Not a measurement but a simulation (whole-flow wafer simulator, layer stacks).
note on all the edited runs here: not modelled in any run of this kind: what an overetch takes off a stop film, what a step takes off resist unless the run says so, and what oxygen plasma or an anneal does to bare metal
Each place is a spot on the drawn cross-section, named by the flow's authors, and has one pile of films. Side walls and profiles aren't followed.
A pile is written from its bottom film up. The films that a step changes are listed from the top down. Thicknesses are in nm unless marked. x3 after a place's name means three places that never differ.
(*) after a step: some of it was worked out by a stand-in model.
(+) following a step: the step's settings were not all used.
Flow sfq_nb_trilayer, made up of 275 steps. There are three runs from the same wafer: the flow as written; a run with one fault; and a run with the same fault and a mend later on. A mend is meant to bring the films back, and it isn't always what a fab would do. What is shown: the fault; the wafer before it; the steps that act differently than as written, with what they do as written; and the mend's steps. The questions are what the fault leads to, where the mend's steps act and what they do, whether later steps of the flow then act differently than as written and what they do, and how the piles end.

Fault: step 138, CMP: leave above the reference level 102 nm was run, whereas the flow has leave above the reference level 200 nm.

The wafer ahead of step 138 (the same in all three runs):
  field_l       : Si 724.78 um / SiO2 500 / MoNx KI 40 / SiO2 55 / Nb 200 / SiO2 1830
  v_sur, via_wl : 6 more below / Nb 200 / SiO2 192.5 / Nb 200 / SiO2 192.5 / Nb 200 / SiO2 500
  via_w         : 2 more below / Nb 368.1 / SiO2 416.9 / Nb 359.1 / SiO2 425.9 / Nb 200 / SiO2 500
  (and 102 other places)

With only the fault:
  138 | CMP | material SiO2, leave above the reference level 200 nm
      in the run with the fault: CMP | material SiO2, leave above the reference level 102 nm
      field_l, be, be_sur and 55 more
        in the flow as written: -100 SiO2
        in the run with the fault: -198 SiO2
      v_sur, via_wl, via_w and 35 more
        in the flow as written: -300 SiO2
        in the run with the fault: -398 SiO2
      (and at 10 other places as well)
  Steps later in the flow that act otherwise than as written (4 more steps, not shown, differ only slightly: by at most 2% or 0.5 nm, whichever is larger):
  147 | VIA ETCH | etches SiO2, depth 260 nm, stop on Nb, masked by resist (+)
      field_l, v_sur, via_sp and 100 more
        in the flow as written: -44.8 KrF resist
        in the run with the fault: -26.3 KrF resist
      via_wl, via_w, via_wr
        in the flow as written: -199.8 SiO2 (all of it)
        in the run with the fault: -101.8 SiO2 (all of it)
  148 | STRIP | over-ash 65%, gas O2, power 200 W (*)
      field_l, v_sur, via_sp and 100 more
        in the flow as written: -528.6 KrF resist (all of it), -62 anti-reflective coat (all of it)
        in the run with the fault: -547.1 KrF resist (all of it), -62 anti-reflective coat (all of it)
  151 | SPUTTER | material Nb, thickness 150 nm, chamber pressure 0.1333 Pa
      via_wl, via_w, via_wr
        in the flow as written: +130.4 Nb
        in the run with the fault: +141.9 Nb
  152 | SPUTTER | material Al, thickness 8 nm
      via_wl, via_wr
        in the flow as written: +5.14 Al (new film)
        in the run with the fault: +6.31 Al (new film)
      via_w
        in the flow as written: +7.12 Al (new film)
        in the run with the fault: +7.87 Al (new film)
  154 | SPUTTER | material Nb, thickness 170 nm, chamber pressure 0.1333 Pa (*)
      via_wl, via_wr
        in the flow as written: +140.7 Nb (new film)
        in the run with the fault: +129.8 Nb (new film)
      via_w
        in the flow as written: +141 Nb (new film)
        in the run with the fault: +167.9 Nb (new film)
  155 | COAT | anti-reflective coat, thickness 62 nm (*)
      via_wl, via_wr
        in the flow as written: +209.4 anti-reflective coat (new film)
        in the run with the fault: +162.9 anti-reflective coat (new film)
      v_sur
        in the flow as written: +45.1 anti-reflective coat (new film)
        in the run with the fault: +50.1 anti-reflective coat (new film)
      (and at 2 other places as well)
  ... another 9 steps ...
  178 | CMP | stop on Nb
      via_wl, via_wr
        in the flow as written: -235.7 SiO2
        in the run with the fault: -344.9 SiO2
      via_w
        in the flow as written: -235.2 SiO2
        in the run with the fault: -344.5 SiO2
  By the end, the piles at field_l, v_sur, via_wl and 103 more depart from the flow's by more than 2% or 0.5 nm, whichever is larger.
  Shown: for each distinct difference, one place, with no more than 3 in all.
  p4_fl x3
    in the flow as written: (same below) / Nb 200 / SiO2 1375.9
    in the run with the fault: (same below) / Nb 200 / SiO2 1277.9
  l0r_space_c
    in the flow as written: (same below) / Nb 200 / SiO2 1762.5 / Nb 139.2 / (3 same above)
    in the run with the fault: (same below) / Nb 200 / SiO2 1664.5 / Nb 139.2 / (3 same above)
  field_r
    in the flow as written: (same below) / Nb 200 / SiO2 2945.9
    in the run with the fault: (same below) / Nb 200 / SiO2 2847.9

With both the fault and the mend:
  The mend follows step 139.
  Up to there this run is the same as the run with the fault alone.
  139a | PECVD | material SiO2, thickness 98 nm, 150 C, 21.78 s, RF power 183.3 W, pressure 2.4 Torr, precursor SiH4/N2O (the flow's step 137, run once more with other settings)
      field_l, v_sur, via_wl and 103 more
        +98 SiO2
  Later steps of the flow that are run all act as written at every place that is followed, up to a difference of at most 2% or 0.5 nm, whichever is larger.
  The piles end the same as the flow's at every place that both follow.
